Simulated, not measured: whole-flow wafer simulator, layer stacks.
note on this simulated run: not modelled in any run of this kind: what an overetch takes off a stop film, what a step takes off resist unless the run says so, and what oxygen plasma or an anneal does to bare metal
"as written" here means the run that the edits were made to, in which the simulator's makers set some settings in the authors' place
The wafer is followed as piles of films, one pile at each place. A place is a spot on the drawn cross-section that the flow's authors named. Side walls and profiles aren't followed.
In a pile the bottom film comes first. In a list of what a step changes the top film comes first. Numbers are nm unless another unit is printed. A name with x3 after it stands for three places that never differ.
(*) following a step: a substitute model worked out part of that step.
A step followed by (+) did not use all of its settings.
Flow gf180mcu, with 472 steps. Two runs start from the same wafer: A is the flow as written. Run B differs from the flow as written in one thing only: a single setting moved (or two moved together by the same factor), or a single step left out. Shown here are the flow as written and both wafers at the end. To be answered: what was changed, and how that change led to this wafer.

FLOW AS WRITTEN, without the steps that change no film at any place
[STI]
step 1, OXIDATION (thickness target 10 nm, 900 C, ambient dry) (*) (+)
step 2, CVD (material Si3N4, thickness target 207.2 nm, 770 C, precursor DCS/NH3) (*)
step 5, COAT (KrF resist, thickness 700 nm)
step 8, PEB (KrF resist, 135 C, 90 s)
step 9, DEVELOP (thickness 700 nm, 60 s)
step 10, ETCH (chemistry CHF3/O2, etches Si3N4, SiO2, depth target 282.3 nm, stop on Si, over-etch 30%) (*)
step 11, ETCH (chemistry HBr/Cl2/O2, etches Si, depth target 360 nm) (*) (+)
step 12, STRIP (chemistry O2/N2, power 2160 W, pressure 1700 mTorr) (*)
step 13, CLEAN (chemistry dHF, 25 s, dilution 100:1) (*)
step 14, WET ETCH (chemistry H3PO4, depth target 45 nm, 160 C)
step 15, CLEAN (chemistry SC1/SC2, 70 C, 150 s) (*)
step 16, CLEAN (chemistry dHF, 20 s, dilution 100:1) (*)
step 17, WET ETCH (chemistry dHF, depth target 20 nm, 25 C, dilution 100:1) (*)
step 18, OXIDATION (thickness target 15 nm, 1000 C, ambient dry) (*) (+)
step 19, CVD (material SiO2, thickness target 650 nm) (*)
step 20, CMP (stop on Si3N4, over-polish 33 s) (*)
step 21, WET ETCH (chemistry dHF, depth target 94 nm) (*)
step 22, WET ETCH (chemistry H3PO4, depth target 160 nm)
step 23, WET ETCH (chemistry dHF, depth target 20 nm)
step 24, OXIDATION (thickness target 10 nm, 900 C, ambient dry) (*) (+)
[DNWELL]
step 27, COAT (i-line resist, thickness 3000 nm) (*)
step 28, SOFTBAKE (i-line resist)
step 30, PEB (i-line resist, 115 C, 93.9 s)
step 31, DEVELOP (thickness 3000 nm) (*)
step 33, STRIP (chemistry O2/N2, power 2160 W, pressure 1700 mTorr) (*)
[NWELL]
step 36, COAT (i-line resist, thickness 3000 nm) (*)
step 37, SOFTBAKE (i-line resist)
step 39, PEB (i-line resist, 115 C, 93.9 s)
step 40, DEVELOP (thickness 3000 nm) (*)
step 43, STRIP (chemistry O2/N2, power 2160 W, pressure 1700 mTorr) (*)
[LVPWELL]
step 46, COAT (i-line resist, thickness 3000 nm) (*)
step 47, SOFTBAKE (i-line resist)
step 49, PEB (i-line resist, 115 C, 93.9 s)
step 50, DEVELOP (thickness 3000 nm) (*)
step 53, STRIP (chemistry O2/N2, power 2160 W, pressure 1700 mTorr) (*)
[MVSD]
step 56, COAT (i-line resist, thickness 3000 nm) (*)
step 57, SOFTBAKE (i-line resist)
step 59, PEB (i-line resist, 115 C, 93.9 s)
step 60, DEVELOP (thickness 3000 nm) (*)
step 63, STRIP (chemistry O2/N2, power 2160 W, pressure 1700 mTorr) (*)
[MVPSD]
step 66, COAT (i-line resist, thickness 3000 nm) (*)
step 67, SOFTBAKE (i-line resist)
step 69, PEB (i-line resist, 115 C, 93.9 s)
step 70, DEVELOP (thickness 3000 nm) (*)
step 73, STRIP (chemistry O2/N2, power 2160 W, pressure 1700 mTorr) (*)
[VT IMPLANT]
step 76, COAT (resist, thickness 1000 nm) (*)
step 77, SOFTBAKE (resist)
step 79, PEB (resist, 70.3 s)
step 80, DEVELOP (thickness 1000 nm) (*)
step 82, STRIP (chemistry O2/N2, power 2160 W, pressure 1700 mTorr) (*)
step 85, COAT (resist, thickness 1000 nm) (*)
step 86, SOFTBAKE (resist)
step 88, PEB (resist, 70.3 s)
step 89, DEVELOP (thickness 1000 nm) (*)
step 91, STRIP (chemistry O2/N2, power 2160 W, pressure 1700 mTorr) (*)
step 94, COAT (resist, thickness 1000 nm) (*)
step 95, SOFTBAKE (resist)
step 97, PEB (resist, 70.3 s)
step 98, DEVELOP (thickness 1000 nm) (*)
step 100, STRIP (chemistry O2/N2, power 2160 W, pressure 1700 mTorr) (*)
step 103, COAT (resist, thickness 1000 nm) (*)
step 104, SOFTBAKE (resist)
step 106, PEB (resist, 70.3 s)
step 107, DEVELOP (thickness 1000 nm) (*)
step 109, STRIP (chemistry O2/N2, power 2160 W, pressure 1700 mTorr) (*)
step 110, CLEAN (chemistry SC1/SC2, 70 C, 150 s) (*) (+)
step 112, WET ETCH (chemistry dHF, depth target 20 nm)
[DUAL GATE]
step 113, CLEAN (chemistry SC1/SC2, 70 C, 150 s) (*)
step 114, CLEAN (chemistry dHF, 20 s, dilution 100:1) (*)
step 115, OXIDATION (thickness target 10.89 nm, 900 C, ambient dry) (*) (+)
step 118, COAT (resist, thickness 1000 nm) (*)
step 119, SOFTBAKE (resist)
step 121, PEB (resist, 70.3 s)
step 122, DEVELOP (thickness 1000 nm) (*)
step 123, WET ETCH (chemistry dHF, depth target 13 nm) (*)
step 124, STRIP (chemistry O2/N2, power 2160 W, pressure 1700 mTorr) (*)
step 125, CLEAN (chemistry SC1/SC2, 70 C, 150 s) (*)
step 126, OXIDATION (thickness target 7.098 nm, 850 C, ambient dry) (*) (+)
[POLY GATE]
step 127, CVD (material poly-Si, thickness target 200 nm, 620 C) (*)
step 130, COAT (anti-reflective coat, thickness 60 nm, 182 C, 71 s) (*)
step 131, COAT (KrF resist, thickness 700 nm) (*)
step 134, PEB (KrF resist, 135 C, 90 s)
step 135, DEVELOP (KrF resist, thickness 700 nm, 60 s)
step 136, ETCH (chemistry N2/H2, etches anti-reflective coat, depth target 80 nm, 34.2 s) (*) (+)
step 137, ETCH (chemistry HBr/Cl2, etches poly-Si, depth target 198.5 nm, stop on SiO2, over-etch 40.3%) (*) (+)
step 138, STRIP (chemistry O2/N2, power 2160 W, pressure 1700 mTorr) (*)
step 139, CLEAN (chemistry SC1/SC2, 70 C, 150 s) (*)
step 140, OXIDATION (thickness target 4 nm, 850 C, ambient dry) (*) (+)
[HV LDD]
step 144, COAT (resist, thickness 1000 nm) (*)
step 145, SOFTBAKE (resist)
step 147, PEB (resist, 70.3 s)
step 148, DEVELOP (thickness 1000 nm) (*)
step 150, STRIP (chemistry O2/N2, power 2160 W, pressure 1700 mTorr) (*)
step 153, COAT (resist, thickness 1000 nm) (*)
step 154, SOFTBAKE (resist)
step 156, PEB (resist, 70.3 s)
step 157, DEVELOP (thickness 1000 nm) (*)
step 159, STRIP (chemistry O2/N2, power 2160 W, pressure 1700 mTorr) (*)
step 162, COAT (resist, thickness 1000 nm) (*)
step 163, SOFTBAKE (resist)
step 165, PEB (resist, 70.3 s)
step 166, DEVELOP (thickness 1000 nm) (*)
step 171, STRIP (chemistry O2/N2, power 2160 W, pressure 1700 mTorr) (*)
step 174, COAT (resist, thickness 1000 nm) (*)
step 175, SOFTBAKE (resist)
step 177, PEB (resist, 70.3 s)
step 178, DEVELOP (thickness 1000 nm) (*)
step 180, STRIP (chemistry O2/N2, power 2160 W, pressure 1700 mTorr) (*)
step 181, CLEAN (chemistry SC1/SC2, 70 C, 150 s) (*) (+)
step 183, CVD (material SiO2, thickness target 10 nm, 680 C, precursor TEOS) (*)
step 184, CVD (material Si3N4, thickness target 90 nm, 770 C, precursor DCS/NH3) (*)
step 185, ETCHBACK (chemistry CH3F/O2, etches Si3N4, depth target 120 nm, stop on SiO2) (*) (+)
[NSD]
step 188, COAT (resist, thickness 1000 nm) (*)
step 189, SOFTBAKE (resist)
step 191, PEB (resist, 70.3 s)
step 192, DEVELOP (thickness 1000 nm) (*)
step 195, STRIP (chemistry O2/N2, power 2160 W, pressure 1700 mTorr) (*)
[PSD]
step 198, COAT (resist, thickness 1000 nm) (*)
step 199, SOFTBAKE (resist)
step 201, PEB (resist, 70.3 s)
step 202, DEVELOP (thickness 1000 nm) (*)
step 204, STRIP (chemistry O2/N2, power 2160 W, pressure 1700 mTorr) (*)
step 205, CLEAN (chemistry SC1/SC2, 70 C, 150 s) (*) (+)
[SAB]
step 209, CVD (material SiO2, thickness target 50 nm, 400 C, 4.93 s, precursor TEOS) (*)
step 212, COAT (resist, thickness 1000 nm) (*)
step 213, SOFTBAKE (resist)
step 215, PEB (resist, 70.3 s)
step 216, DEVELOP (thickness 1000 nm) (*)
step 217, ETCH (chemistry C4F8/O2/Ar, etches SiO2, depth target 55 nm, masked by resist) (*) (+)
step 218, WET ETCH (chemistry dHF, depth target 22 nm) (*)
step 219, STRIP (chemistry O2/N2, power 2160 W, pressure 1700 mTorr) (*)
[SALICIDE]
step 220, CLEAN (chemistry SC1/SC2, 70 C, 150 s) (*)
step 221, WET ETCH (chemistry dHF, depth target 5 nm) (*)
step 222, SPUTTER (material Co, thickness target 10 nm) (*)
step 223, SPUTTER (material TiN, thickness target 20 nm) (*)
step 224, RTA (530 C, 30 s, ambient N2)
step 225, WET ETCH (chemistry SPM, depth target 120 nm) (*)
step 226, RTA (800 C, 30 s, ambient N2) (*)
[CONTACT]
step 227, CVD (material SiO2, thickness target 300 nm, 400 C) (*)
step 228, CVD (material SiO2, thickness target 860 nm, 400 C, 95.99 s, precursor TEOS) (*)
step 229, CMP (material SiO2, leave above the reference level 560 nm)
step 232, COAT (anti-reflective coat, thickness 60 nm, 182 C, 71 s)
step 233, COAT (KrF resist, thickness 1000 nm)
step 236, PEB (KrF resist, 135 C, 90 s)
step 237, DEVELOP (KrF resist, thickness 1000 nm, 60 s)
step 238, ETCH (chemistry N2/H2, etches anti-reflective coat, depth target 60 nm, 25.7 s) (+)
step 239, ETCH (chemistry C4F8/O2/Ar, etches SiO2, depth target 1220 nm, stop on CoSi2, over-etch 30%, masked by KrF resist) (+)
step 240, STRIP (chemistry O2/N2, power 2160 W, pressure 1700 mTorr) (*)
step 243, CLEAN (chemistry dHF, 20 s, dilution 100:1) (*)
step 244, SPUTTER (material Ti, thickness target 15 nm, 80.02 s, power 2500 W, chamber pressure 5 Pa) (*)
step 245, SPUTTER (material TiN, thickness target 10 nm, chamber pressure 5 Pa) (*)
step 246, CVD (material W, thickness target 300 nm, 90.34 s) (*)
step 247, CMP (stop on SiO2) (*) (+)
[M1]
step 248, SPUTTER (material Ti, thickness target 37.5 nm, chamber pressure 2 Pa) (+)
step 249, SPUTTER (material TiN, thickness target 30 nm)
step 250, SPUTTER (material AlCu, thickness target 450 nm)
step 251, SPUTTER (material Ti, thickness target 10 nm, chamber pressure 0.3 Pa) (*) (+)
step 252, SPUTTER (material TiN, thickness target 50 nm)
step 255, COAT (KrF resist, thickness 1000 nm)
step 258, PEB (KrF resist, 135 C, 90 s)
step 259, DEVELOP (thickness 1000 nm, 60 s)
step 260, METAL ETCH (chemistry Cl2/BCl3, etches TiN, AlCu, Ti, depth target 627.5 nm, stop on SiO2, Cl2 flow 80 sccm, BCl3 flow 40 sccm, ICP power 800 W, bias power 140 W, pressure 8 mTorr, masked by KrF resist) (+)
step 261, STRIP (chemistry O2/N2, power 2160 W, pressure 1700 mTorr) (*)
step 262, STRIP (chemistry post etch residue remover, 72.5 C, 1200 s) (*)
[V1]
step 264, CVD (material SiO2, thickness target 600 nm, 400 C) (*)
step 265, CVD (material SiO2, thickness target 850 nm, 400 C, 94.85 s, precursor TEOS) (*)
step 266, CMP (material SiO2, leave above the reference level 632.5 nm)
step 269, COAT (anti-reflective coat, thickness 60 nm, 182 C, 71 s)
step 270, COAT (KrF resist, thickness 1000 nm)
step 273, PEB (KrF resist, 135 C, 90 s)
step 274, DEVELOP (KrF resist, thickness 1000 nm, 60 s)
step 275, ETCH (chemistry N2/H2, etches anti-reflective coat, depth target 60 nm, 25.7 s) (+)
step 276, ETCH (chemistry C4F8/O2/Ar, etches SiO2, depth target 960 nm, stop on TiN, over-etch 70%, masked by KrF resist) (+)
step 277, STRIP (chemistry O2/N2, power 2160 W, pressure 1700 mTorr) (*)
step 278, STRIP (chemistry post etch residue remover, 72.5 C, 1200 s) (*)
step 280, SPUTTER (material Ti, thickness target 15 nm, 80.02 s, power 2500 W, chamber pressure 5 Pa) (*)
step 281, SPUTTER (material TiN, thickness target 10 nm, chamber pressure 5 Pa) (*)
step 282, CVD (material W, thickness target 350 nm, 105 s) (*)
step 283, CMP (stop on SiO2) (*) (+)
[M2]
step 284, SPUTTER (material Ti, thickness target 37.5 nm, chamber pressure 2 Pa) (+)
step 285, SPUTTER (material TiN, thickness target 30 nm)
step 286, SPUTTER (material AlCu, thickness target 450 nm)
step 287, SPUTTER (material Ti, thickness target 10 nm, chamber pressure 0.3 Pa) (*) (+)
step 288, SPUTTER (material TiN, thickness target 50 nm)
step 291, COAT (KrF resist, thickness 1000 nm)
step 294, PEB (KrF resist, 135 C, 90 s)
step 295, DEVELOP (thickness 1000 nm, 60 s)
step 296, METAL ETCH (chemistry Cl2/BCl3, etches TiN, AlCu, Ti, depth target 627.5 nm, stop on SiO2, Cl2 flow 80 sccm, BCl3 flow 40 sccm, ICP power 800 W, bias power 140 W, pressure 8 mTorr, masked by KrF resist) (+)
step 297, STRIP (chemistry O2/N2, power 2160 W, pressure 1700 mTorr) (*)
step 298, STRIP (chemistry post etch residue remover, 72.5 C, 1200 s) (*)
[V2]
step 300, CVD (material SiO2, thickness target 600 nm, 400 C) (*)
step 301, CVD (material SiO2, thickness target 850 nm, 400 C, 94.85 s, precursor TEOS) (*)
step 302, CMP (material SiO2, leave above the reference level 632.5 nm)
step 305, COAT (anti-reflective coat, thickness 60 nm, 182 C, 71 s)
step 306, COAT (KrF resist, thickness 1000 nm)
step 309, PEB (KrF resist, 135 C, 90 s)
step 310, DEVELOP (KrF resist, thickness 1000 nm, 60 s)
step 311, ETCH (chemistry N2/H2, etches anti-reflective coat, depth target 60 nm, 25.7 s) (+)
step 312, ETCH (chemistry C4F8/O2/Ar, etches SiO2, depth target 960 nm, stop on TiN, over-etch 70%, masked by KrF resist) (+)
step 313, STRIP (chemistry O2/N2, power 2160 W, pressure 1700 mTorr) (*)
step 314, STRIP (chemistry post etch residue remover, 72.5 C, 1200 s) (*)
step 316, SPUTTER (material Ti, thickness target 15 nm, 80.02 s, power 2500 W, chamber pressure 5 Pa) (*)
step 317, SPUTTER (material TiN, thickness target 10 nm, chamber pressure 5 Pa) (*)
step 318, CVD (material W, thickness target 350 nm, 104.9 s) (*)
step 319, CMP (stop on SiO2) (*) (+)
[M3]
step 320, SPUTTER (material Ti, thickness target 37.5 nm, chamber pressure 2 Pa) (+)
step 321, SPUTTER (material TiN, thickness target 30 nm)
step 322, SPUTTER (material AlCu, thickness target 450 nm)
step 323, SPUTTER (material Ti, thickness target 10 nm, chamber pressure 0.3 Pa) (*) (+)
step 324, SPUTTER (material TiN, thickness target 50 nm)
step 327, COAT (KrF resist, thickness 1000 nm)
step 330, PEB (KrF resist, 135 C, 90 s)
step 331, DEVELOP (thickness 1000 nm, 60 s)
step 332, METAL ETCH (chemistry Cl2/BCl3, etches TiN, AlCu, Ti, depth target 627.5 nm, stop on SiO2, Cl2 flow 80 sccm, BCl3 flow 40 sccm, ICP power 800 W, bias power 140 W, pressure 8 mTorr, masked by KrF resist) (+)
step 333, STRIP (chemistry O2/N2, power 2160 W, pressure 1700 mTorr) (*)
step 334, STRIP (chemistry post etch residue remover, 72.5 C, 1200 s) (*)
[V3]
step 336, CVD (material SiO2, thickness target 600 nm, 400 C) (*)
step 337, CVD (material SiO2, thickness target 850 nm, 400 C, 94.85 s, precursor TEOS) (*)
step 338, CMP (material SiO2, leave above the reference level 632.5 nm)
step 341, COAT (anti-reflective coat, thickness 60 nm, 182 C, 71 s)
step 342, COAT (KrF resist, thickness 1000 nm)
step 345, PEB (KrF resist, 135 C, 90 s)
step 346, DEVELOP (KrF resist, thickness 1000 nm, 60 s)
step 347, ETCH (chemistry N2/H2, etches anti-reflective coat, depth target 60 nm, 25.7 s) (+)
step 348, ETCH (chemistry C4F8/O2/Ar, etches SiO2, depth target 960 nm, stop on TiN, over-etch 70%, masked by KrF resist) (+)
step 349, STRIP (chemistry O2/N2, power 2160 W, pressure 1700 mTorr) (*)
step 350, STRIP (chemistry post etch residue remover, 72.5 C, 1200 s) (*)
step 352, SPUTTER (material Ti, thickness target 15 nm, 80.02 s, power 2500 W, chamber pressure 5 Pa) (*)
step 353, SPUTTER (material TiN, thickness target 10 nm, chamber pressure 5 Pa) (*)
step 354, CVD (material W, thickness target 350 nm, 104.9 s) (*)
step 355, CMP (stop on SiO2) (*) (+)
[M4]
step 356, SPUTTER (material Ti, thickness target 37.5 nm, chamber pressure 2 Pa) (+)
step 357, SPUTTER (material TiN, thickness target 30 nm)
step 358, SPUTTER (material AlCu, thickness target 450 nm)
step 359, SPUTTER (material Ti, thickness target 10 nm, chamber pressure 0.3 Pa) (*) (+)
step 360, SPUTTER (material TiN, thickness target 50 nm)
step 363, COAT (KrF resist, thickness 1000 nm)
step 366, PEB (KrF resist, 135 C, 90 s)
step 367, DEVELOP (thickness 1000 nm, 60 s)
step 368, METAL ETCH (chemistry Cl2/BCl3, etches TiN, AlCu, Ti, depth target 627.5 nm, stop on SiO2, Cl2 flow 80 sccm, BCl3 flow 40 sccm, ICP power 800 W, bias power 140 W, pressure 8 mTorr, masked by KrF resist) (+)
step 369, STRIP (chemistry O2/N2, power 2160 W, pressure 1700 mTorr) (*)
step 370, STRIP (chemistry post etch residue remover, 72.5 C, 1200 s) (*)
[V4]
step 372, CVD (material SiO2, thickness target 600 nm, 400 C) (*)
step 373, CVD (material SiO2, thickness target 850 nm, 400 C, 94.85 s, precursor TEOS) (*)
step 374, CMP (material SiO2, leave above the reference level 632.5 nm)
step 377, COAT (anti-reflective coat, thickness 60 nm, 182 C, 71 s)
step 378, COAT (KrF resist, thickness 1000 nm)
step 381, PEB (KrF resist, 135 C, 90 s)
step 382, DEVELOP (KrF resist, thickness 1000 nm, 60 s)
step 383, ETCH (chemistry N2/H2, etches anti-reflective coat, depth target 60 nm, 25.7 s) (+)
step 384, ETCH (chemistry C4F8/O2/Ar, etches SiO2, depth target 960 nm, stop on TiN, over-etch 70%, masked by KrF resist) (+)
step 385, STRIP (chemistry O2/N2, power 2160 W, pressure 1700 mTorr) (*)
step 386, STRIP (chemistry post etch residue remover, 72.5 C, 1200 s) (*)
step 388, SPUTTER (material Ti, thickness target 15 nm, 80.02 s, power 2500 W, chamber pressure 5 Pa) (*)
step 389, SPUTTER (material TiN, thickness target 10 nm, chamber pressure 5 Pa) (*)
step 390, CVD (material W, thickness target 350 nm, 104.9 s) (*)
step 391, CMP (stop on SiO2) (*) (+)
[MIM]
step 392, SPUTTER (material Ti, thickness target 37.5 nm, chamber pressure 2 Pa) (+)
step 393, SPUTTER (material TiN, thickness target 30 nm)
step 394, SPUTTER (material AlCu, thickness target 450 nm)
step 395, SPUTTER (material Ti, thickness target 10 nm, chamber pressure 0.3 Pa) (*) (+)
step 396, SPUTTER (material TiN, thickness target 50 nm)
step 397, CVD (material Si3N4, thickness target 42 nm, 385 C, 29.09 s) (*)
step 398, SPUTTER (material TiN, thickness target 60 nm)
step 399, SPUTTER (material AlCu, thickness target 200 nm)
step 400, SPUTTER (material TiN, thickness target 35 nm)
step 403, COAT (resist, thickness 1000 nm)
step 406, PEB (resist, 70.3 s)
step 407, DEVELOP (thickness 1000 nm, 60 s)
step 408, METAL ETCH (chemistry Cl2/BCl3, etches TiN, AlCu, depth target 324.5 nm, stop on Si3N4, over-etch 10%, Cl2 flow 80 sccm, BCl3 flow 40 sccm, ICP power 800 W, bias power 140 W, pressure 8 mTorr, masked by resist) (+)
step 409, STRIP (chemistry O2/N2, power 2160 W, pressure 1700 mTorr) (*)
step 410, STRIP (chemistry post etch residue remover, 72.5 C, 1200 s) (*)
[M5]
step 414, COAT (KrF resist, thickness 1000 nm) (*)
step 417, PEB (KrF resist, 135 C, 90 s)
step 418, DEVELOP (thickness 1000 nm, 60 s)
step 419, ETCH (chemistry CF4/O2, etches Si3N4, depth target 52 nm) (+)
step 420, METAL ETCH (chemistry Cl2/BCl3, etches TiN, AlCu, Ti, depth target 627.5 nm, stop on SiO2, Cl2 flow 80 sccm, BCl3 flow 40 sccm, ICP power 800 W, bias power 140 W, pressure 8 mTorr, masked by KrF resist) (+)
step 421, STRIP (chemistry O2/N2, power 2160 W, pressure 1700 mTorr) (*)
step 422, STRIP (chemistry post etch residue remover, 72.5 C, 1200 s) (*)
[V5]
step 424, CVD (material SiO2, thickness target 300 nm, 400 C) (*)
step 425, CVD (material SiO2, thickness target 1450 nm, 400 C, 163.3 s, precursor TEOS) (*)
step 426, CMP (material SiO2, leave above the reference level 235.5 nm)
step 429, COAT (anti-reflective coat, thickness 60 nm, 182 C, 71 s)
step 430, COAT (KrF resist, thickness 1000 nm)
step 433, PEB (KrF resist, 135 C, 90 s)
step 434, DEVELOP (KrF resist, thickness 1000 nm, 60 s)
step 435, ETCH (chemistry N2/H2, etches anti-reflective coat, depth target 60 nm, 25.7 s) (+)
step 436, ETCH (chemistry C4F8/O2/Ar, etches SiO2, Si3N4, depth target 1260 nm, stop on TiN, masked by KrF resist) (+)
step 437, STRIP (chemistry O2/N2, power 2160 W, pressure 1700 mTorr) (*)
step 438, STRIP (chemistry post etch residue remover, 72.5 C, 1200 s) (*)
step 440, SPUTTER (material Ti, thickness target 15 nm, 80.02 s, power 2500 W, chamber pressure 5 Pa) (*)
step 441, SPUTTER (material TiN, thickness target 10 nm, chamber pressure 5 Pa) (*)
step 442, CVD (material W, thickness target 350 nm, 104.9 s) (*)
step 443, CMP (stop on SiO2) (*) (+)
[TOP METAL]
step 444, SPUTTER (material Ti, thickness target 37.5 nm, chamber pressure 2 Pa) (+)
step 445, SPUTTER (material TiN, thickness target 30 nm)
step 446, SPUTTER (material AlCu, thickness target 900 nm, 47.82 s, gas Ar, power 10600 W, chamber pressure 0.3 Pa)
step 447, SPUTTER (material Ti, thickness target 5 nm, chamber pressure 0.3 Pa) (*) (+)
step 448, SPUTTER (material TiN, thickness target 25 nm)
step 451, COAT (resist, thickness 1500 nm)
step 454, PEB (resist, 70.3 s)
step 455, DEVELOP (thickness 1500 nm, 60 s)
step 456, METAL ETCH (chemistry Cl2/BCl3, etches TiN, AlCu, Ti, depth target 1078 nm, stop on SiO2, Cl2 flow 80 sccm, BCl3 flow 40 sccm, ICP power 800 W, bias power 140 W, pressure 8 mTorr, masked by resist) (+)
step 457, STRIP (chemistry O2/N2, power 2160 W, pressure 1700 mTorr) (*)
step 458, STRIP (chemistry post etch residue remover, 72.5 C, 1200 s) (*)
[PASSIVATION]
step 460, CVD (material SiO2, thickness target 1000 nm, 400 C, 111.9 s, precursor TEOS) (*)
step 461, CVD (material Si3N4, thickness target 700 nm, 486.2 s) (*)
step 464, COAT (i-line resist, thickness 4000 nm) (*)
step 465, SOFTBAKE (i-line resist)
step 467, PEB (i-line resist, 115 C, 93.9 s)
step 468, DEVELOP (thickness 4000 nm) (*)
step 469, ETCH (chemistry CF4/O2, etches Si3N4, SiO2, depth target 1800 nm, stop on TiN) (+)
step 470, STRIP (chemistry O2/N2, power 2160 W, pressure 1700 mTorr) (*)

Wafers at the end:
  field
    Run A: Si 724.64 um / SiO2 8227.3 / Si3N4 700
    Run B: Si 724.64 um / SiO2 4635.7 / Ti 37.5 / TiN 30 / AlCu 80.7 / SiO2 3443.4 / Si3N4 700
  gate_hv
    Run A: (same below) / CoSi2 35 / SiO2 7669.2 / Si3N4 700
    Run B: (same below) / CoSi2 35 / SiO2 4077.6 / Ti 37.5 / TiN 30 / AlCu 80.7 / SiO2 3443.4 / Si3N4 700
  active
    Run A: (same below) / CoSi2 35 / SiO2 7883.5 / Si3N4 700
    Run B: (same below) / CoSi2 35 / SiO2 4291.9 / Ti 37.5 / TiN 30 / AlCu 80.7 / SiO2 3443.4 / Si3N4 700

Cause: step 368, METAL ETCH: depth target 423.6 nm was run, though the flow has depth target 627.5 nm.

The path from the change to this, step by step:
  step 368, METAL ETCH (chemistry Cl2/BCl3, etches TiN, AlCu, Ti, depth target 627.5 nm, stop on SiO2, Cl2 flow 80 sccm, BCl3 flow 40 sccm, ICP power 800 W, bias power 140 W, pressure 8 mTorr, masked by KrF resist) (+)
      field, field__w1, field__w2 and 103 more: A TiN loses 50 (all of it), Ti loses 10 (all of it), AlCu loses 450 (all of it), TiN loses 30 (all of it), Ti loses 37.5 (all of it) | B TiN loses 50 (all of it), Ti loses 10 (all of it), AlCu loses 363.6
      field__w8, contact, m1, m1__w1, m1_nw: A KrF resist loses 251 | B KrF resist loses 169.4
  step 369, STRIP (chemistry O2/N2, power 2160 W, pressure 1700 mTorr) (*)
      field__w8, contact, m1, m1__w1, m1_nw: A KrF resist loses 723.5 (all of it) | B KrF resist loses 805.1 (all of it)
  step 370, STRIP (chemistry post etch residue remover, 72.5 C, 1200 s) (*)
      field, field__w1, field__w2 and 103 more: A nothing | B AlCu loses 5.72
  step 372, CVD (material SiO2, thickness target 600 nm, 400 C) (*)
      field, field__w1, field__w2 and 103 more: A SiO2 gains 600 | B SiO2 gains 600 (new film)
  step 374, CMP (material SiO2, leave above the reference level 632.5 nm)
      field, field__w1, field__w2 and 103 more: A SiO2 loses 300 | B SiO2 loses 448.2
With metal films that touch counted as one body, field has 1 body; the flow as written gives 0 bodies.
With metal films that touch counted as one body, gate_hv has 2 bodies (between them, from the top down: SiO2 4077.6); the flow as written gives 1 body.
With metal films that touch counted as one body, active has 2 bodies (between them, from the top down: SiO2 4291.9); the flow as written gives 1 body.
